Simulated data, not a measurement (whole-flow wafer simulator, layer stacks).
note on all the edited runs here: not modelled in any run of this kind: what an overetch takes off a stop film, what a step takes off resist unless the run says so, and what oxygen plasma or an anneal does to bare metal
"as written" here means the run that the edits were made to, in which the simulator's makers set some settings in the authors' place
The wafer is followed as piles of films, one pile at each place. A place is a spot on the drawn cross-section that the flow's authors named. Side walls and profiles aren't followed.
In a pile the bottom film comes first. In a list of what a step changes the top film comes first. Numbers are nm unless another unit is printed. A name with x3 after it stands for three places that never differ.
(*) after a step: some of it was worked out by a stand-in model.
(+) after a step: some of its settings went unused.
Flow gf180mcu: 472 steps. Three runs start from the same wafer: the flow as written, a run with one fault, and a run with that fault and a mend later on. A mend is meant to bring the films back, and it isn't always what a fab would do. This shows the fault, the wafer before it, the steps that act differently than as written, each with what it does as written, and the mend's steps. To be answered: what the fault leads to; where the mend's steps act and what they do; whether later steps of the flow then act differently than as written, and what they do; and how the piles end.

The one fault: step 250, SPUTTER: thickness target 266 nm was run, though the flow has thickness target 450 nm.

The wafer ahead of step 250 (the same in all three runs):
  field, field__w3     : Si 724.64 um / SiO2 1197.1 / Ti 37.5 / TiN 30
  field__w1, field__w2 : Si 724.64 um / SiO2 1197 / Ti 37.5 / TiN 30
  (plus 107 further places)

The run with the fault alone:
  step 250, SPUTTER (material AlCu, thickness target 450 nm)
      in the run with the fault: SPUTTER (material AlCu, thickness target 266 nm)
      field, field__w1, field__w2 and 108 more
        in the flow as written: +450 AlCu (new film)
        in the run with the fault: +266 AlCu (new film)
  Later steps of the flow acting differently than as written:
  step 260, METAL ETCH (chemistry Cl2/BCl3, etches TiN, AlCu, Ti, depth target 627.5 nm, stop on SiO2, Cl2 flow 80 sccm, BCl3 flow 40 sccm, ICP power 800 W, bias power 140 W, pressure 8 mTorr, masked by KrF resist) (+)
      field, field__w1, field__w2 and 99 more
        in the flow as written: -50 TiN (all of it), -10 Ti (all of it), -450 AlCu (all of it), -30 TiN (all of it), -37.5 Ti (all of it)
        in the run with the fault: -50 TiN (all of it), -10 Ti (all of it), -266 AlCu (all of it), -30 TiN (all of it), -37.5 Ti (all of it)
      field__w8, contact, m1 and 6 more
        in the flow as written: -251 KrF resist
        in the run with the fault: -236.1 KrF resist
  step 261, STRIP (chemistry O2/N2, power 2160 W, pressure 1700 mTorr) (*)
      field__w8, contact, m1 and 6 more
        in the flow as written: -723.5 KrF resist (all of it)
        in the run with the fault: -738.4 KrF resist (all of it)
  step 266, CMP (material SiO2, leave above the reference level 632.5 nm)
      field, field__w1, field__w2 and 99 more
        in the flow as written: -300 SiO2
        in the run with the fault: -484 SiO2
  The piles end different from the flow's at field, field__w1, field__w2 and 109 more by more than 2% or 0.5 nm, whichever is larger.
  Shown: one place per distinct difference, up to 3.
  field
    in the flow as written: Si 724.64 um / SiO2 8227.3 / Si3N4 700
    in the run with the fault: Si 724.64 um / SiO2 8043.3 / Si3N4 700
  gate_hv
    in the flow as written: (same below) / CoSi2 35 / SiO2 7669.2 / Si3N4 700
    in the run with the fault: (same below) / CoSi2 35 / SiO2 7485.2 / Si3N4 700
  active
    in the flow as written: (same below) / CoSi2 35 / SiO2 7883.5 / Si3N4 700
    in the run with the fault: (same below) / CoSi2 35 / SiO2 7699.5 / Si3N4 700

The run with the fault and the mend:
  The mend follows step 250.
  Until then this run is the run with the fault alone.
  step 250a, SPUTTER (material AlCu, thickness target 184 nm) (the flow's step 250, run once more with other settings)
      field, field__w1, field__w2 and 108 more
        +184 AlCu
  Later steps of the flow that are run all act as written at every place that is followed.
  The piles end the same as the flow's at every place that both follow.
